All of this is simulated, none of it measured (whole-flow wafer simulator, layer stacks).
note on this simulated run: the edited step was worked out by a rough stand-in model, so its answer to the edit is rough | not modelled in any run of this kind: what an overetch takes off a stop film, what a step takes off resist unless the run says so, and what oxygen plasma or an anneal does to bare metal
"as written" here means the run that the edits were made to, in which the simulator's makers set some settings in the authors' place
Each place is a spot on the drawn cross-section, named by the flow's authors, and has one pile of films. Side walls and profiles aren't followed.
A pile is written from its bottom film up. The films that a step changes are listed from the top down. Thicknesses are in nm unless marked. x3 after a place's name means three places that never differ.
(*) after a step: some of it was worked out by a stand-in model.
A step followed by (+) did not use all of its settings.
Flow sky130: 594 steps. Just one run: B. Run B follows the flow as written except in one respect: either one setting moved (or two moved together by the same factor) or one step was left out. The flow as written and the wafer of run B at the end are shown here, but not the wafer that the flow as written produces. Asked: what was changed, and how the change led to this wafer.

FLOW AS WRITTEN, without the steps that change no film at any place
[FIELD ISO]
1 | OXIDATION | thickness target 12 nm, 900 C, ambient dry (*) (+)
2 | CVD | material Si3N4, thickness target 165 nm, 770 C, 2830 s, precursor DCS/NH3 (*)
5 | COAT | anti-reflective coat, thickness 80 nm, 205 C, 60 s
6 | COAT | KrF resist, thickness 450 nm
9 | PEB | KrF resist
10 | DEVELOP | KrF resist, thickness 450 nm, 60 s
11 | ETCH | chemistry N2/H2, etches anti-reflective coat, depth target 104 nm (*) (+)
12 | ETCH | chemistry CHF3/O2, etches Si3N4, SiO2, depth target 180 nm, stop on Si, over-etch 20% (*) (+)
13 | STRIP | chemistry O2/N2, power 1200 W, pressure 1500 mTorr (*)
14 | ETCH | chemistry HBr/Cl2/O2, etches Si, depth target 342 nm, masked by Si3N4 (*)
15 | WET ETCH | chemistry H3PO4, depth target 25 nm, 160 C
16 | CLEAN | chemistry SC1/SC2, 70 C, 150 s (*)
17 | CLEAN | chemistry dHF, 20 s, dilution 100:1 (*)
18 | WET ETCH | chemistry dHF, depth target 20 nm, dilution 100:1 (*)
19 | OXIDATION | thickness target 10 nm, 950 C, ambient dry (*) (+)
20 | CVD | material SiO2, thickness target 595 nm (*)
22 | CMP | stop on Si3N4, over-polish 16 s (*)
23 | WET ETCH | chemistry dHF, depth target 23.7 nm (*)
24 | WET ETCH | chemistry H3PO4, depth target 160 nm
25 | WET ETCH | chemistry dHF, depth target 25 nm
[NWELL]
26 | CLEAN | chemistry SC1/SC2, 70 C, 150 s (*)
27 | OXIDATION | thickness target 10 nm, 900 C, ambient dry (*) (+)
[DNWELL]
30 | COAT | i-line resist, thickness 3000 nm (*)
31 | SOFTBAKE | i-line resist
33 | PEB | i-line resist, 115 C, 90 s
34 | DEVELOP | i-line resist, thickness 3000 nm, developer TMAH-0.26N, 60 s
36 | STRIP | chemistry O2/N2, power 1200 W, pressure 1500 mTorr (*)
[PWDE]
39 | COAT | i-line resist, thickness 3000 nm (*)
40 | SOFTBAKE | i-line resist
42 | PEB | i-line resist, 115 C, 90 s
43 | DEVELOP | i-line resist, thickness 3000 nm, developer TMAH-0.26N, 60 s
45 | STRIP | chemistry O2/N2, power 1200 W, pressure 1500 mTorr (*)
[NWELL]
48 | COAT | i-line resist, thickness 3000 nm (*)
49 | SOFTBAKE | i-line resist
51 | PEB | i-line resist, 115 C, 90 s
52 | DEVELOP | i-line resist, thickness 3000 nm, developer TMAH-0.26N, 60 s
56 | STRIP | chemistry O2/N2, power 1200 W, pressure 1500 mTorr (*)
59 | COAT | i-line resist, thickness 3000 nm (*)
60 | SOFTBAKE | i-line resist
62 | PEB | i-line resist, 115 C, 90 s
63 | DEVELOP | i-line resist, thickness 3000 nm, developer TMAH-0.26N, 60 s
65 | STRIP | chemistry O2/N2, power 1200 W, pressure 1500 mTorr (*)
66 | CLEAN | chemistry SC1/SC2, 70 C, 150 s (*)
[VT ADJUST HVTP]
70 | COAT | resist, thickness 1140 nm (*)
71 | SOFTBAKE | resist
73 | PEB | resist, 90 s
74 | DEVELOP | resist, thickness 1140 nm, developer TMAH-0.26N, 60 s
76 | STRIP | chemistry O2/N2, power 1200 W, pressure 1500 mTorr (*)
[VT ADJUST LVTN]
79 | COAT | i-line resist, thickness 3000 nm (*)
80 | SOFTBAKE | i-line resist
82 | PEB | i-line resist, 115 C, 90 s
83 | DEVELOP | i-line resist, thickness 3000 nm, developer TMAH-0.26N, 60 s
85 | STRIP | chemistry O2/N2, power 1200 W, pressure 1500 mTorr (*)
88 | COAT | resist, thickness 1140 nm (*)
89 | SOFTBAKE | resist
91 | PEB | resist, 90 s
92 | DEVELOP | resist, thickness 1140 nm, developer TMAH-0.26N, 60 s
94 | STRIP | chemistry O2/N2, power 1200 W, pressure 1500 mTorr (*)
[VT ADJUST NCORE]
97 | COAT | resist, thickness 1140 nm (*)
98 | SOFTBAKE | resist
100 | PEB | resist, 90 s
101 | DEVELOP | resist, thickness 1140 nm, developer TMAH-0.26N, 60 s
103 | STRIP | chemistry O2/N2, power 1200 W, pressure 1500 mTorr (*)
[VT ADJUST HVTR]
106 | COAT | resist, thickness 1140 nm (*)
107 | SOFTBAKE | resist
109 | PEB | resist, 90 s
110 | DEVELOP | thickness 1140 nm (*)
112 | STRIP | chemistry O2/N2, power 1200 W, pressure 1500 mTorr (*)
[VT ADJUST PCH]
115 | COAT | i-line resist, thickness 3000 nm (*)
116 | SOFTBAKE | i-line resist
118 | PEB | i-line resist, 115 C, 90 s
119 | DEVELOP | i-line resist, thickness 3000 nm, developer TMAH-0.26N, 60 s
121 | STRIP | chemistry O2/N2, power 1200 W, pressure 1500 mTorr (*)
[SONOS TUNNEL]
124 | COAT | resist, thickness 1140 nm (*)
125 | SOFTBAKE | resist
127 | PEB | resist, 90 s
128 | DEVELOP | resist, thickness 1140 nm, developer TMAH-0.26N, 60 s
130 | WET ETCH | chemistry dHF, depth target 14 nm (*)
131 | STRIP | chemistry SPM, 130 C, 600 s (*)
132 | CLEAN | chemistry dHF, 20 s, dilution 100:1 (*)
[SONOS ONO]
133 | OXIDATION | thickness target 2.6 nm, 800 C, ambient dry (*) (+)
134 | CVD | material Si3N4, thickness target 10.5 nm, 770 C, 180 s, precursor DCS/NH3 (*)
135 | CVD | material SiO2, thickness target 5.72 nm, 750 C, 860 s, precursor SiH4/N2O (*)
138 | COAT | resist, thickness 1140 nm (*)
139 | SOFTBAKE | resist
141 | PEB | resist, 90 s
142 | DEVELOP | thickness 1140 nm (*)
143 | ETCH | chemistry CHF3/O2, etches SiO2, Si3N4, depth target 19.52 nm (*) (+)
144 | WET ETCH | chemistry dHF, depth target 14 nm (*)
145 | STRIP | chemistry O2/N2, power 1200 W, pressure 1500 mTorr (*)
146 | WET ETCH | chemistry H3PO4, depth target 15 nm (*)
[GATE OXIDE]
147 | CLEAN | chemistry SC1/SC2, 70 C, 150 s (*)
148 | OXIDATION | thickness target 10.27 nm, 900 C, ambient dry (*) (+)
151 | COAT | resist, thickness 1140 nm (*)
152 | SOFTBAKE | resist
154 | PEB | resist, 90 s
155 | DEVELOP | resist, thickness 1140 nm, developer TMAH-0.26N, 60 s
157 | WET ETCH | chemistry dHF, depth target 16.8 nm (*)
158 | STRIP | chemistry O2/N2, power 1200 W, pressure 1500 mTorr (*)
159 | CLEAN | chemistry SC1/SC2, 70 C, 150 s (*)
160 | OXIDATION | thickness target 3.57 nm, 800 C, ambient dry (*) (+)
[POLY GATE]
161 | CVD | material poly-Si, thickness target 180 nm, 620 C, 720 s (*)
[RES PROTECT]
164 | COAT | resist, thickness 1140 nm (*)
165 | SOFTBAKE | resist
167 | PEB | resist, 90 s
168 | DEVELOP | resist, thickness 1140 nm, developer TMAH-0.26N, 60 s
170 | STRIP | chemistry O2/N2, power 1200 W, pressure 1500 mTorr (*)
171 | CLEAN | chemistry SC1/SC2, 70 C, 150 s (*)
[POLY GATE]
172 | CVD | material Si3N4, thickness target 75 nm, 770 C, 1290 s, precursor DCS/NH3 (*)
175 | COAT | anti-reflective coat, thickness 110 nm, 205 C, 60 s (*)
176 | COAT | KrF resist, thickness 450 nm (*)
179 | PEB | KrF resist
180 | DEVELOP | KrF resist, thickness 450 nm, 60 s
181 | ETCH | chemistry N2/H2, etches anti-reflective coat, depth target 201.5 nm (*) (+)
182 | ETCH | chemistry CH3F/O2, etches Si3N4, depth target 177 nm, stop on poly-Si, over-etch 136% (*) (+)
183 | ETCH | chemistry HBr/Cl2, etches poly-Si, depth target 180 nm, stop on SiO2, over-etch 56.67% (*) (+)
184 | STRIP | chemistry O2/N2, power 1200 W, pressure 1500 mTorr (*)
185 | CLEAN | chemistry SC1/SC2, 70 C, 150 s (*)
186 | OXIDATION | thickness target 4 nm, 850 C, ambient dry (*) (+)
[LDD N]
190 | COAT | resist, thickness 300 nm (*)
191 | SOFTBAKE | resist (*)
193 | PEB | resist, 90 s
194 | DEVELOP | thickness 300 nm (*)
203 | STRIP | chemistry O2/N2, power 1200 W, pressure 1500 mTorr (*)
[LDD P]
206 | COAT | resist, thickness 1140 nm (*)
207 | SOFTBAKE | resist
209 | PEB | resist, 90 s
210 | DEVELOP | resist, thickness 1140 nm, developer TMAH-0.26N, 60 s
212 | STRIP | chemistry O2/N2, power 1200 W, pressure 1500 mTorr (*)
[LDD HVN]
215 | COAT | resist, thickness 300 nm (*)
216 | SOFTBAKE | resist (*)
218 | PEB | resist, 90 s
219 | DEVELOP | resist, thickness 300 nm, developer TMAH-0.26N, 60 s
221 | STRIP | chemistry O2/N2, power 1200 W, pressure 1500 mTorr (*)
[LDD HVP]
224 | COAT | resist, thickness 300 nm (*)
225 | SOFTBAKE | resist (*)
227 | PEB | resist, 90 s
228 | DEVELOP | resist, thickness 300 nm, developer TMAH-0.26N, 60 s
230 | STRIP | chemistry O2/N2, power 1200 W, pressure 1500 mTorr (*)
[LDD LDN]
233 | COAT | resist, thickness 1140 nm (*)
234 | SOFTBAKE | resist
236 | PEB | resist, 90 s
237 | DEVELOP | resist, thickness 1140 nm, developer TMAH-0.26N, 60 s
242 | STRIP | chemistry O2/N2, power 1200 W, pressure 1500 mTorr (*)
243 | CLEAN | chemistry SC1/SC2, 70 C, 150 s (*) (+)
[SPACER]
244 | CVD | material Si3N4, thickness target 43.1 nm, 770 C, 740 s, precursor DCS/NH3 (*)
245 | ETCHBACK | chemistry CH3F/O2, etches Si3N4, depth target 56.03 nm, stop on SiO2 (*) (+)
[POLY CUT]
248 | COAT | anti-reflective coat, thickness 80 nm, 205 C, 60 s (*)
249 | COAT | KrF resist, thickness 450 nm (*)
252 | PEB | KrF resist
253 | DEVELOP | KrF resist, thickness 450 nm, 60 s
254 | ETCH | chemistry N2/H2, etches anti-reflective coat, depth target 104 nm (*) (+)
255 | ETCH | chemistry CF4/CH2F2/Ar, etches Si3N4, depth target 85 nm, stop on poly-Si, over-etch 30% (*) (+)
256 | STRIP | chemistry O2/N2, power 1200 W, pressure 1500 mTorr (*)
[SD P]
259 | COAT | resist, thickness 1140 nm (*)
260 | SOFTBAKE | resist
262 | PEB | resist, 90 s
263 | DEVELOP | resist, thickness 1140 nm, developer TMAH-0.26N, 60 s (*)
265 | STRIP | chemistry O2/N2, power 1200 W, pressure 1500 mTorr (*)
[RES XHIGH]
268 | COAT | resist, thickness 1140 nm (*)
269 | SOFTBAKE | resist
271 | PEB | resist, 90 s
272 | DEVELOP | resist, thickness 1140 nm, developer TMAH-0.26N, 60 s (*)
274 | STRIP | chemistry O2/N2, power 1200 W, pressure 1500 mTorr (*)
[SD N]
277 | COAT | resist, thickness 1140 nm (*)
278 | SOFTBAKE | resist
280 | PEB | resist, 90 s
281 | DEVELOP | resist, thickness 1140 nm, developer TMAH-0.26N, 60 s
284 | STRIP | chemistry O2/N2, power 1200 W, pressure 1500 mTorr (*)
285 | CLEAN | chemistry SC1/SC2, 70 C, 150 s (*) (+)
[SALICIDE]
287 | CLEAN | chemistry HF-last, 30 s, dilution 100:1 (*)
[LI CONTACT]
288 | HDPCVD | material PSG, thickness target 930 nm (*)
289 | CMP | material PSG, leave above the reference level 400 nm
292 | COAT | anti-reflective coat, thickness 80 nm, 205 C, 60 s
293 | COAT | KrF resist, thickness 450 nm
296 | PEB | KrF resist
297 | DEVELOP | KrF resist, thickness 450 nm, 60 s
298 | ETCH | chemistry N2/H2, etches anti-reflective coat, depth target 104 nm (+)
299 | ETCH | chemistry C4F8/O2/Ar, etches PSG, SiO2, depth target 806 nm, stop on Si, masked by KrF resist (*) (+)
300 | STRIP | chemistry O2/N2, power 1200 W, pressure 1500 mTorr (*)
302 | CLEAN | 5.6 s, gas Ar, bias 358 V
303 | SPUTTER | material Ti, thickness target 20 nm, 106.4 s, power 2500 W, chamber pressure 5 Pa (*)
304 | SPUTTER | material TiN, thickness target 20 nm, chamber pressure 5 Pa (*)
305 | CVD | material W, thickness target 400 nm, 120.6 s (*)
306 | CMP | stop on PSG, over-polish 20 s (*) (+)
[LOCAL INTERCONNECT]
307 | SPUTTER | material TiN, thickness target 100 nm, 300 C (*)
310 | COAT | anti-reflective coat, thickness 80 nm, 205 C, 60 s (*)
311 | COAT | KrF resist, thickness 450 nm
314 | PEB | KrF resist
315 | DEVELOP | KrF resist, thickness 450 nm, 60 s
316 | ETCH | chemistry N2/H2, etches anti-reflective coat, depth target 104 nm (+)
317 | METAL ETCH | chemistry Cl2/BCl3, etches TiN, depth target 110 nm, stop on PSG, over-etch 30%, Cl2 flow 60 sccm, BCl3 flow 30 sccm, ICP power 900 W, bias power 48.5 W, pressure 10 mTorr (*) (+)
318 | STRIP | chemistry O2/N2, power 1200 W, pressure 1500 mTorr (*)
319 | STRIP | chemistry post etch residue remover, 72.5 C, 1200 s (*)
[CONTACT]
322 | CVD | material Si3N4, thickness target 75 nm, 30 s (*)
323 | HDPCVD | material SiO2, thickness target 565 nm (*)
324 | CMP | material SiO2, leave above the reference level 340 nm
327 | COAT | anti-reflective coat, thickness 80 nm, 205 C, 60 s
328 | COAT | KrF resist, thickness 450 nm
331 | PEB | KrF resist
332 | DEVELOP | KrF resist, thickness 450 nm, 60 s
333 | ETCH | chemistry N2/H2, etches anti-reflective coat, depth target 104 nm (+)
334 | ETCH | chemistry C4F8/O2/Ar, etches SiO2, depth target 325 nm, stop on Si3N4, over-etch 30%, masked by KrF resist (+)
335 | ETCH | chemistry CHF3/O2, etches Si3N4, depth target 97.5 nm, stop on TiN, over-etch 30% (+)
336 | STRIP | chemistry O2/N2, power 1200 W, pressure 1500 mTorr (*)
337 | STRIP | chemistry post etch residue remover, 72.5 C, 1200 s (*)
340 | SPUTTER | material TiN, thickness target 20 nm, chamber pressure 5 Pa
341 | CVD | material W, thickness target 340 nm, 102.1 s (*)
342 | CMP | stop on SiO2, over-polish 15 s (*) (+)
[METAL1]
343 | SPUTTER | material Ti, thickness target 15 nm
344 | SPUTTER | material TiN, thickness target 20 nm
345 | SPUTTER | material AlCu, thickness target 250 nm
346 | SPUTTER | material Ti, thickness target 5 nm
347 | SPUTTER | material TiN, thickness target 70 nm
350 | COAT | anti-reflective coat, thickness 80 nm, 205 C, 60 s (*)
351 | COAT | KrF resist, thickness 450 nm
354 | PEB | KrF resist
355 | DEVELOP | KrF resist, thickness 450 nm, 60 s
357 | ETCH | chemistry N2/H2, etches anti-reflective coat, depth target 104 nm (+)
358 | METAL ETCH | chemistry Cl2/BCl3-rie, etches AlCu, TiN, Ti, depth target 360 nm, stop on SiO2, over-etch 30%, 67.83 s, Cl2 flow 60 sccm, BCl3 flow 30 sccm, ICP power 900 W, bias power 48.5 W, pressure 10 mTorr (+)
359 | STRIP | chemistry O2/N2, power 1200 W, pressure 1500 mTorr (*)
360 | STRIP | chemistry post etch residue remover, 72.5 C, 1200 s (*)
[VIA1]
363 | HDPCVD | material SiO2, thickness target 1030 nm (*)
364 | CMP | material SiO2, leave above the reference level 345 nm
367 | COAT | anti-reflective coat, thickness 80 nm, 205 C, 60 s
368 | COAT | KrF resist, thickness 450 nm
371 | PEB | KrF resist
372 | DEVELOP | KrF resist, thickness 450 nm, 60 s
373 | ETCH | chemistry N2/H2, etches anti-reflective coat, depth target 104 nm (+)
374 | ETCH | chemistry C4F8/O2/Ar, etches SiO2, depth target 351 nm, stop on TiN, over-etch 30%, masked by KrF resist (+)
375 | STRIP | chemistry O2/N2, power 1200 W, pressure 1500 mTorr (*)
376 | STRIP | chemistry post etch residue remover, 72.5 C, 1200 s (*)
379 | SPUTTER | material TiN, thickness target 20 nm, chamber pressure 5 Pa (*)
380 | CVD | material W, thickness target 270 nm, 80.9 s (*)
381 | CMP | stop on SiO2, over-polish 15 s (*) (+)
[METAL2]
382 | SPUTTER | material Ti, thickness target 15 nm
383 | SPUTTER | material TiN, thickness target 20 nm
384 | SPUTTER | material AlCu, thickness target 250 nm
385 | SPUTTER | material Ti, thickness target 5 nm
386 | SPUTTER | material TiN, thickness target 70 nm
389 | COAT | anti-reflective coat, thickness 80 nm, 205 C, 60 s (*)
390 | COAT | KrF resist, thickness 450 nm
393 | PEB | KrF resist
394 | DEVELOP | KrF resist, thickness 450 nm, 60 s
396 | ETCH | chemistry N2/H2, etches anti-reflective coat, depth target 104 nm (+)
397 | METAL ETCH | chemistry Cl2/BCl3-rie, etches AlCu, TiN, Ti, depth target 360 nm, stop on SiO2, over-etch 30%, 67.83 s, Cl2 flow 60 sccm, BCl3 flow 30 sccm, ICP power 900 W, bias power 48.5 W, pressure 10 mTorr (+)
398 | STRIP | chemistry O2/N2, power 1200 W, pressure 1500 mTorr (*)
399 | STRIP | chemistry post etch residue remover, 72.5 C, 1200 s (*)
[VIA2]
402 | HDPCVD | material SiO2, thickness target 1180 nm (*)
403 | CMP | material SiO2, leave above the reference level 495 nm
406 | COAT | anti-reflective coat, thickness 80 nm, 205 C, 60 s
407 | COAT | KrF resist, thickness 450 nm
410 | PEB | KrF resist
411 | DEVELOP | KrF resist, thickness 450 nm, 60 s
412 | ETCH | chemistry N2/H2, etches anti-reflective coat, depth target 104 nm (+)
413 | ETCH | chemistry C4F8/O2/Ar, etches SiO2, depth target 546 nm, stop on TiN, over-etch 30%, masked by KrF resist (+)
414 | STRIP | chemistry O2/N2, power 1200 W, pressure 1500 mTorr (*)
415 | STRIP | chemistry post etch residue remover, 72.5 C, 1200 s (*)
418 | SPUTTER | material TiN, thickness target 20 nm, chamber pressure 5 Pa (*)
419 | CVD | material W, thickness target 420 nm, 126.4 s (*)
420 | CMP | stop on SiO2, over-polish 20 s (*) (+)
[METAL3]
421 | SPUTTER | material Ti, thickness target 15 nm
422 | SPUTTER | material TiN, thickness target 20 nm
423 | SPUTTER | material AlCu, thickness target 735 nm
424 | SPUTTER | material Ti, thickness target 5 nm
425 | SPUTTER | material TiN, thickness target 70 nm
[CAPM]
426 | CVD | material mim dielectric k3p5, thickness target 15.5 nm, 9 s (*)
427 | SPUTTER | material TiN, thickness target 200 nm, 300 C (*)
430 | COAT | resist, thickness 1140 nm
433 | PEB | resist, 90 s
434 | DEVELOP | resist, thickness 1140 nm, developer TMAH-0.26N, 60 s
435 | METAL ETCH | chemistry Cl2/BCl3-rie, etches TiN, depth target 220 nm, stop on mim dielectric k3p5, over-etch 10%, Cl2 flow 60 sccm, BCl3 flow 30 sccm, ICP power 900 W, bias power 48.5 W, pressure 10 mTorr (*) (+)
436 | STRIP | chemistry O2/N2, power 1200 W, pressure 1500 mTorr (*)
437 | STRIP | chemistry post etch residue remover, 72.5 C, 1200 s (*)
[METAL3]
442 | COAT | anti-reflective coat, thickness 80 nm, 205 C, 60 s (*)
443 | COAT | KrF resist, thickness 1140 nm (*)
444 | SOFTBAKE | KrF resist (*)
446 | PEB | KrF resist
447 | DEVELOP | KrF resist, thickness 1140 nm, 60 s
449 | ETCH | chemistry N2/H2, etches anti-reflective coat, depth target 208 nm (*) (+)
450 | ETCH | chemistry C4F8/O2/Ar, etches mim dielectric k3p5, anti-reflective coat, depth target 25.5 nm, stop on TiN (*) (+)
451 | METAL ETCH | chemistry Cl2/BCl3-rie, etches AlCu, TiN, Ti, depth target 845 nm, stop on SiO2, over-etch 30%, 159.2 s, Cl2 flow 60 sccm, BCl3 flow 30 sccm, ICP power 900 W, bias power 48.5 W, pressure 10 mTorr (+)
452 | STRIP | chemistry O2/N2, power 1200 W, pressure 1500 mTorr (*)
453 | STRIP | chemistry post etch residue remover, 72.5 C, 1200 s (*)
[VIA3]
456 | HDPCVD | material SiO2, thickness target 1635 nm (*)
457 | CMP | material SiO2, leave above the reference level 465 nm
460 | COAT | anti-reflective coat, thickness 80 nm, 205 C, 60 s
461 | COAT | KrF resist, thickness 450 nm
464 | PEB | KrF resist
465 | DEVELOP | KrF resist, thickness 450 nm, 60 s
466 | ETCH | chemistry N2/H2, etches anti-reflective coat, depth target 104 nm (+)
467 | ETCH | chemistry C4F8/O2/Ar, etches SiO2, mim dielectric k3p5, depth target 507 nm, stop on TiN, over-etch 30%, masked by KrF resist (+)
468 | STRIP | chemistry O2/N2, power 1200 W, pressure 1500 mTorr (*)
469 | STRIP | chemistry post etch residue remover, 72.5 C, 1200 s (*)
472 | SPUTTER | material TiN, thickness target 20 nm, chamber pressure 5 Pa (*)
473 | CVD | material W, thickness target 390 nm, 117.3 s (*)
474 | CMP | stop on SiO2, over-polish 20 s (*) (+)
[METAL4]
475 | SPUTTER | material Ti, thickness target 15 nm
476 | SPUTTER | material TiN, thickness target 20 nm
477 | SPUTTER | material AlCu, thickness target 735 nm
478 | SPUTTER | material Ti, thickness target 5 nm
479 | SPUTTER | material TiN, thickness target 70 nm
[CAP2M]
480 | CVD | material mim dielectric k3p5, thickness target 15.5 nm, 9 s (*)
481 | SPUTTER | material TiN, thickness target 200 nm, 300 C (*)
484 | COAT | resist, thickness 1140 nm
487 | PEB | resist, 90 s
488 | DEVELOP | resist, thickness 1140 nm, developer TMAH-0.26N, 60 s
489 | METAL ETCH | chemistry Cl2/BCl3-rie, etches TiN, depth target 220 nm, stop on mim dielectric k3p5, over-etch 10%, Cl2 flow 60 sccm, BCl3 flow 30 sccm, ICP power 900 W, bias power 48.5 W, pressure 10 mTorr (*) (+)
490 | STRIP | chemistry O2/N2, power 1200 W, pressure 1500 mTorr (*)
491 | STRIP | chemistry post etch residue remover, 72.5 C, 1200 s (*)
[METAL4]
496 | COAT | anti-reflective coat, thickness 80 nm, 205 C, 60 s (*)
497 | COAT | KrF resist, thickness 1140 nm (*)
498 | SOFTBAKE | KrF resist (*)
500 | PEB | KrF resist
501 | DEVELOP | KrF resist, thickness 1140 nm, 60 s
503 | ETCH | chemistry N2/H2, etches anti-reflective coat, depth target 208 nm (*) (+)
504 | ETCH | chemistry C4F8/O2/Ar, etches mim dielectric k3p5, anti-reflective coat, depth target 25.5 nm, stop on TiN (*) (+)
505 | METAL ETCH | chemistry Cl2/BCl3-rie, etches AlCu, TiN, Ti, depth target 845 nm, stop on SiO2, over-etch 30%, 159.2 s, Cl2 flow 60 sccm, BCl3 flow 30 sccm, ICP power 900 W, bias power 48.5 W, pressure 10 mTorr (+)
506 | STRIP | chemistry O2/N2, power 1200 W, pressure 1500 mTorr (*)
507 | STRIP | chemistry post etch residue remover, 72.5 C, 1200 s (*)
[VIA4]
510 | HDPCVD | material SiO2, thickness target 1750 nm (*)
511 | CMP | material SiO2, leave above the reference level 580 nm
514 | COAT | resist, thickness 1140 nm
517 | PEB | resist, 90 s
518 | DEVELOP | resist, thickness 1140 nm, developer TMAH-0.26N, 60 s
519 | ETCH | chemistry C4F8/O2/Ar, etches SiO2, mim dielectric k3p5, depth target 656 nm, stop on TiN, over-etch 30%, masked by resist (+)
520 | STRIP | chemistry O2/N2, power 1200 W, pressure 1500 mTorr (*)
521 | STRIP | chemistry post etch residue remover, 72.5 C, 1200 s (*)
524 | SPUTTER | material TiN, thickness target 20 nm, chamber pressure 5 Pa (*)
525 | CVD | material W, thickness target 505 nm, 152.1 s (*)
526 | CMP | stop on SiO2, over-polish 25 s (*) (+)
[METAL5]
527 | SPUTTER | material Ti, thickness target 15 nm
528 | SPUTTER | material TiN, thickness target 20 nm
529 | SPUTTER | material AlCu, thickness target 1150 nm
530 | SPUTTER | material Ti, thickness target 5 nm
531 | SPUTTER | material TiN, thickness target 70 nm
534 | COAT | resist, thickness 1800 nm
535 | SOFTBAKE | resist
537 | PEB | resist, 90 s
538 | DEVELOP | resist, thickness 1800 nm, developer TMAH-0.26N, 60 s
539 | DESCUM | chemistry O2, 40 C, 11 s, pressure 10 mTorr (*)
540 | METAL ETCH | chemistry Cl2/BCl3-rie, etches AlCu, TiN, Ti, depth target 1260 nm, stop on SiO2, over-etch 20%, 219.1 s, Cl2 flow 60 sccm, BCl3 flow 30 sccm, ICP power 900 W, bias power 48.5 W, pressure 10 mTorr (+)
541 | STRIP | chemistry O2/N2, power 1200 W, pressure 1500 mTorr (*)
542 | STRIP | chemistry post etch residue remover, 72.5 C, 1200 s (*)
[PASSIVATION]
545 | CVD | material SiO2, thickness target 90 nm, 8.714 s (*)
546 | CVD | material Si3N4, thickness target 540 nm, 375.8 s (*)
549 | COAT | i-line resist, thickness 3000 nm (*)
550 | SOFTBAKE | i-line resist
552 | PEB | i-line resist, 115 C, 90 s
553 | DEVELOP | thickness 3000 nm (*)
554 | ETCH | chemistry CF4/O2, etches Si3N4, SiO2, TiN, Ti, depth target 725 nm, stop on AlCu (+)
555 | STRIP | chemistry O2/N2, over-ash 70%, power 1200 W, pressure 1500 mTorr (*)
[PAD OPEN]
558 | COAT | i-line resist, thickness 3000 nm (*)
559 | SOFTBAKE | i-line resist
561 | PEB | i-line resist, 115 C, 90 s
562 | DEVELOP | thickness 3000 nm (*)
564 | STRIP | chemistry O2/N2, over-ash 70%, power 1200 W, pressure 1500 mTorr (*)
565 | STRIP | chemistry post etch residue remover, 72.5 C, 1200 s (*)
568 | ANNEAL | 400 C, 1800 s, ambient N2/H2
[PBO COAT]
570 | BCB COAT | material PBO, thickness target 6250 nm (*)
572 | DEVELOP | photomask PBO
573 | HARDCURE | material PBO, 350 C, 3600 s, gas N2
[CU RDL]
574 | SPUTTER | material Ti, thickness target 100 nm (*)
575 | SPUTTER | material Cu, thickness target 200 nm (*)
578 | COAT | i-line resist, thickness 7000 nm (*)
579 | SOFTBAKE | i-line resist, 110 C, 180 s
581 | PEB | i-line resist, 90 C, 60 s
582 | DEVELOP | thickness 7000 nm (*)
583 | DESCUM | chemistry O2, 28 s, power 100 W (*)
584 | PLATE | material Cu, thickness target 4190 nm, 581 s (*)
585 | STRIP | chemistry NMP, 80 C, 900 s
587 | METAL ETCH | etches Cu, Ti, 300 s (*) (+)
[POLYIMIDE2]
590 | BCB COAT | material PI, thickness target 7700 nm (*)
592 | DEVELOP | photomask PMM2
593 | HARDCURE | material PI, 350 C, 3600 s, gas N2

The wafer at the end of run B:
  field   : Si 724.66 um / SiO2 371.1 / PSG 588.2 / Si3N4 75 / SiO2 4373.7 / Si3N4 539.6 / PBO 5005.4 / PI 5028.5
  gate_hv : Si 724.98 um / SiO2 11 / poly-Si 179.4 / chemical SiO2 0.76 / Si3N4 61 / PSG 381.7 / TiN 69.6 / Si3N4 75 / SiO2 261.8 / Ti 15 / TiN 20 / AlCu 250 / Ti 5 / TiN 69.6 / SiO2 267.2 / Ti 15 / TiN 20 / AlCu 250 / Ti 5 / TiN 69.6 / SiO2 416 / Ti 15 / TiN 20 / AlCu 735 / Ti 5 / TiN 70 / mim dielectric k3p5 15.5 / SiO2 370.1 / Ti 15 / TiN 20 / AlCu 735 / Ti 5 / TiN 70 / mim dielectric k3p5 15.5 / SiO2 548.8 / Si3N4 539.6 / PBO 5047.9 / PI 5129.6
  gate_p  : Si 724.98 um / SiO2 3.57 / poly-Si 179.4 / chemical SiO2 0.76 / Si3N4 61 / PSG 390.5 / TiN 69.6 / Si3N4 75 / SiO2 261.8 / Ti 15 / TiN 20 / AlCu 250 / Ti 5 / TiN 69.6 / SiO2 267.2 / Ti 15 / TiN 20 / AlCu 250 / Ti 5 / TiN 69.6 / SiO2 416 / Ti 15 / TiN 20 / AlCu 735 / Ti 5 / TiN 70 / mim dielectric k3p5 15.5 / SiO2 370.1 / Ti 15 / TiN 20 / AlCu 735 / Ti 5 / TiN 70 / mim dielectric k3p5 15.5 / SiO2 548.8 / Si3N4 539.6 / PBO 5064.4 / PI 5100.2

Cause: step 307, SPUTTER: thickness target 70 nm was run, though the flow has thickness target 100 nm.

Step by step, how the change led to this:
  307 | SPUTTER | material TiN, thickness target 100 nm, 300 C (*)
      field, active, n_well and 188 more: TiN gains 70 (new film) (it would be, as written: TiN gains 100 (new film))
  317 | METAL ETCH | chemistry Cl2/BCl3, etches TiN, depth target 110 nm, stop on PSG, over-etch 30%, Cl2 flow 60 sccm, BCl3 flow 30 sccm, ICP power 900 W, bias power 48.5 W, pressure 10 mTorr (*) (+)
      n_well, p_well, gate_hv and 97 more: KrF resist loses 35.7 (it would be, as written: KrF resist loses 44)
      field, active, gate and 88 more: TiN loses 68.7 (all of it) (it would be, as written: TiN loses 98.7 (all of it))
  318 | STRIP | chemistry O2/N2, power 1200 W, pressure 1500 mTorr (*)
      n_well, p_well, gate_hv and 93 more: KrF resist loses 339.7 (all of it), anti-reflective coat loses 80 (all of it) (it would be, as written: KrF resist loses 331.4 (all of it), anti-reflective coat loses 80 (all of it))
      poly_licon, rpo_hd_licon: KrF resist loses 339.8 (all of it), anti-reflective coat loses 80.4 (all of it) (it would be, as written: KrF resist loses 331.5 (all of it), anti-reflective coat loses 80.4 (all of it))
      (and at 2 other places as well)
  324 | CMP | material SiO2, leave above the reference level 340 nm
      field, active, gate and 88 more: SiO2 loses 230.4 (it would be, as written: SiO2 loses 200.4)
